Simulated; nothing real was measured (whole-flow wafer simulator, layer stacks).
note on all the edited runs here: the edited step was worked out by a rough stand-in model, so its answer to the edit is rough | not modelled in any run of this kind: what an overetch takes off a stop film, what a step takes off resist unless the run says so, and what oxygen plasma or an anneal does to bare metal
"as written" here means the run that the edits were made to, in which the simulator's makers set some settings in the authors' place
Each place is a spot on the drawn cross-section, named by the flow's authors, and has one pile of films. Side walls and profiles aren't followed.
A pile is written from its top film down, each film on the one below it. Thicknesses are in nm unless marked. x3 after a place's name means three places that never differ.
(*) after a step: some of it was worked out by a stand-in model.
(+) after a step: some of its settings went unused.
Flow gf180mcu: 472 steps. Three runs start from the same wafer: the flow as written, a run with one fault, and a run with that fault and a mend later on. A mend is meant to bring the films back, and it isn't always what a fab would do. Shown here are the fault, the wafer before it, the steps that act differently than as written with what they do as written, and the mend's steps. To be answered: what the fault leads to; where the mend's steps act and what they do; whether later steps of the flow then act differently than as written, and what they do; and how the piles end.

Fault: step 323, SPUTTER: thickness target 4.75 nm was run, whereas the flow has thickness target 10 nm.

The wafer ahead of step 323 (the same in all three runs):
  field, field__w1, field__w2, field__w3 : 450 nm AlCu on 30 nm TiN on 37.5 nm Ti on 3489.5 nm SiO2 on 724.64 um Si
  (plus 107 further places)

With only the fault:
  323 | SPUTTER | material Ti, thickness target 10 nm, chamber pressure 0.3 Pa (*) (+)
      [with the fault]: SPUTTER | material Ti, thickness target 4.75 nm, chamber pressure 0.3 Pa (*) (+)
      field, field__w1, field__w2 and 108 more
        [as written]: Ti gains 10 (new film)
        [with the fault]: Ti gains 4.75 (new film)
  Later steps of the flow acting differently than as written (5 other steps are not shown; they differ only slightly, by no more than 2% or 0.5 nm, whichever is larger):
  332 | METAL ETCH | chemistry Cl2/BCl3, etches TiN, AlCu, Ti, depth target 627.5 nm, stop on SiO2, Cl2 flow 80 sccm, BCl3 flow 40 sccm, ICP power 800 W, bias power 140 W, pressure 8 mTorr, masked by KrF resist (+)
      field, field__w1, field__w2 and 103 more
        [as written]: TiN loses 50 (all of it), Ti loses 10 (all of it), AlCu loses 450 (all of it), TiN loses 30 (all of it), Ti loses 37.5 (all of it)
        [with the fault]: TiN loses 50 (all of it), Ti loses 4.75 (all of it), AlCu loses 450 (all of it), TiN loses 30 (all of it), Ti loses 37.5 (all of it)
  At field__w8, contact, m1, m1__w1, m1_nw, the piles at the end differ from the flow's by more than 2% or 0.5 nm, whichever is larger.
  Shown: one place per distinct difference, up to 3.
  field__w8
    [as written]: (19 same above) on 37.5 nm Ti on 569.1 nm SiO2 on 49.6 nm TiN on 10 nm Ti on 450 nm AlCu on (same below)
    [with the fault]: (19 same above) on 37.5 nm Ti on 574.4 nm SiO2 on 49.6 nm TiN on 4.75 nm Ti on 450 nm AlCu on (same below)
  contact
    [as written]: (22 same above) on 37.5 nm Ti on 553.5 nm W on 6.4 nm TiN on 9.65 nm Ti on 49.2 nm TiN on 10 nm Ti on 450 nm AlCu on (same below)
    [with the fault]: (22 same above) on 37.5 nm Ti on 558.8 nm W on 6.38 nm TiN on 9.62 nm Ti on 49.2 nm TiN on 4.75 nm Ti on 450 nm AlCu on (same below)

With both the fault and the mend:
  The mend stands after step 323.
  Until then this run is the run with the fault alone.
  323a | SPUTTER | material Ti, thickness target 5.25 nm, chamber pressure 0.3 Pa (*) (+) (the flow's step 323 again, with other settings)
      field, field__w1, field__w2 and 108 more
        Ti gains 5.25
  Later steps of the flow that are run all act as written at every place that is followed.
  By the end, the piles equal the flow's at every place that both follow.
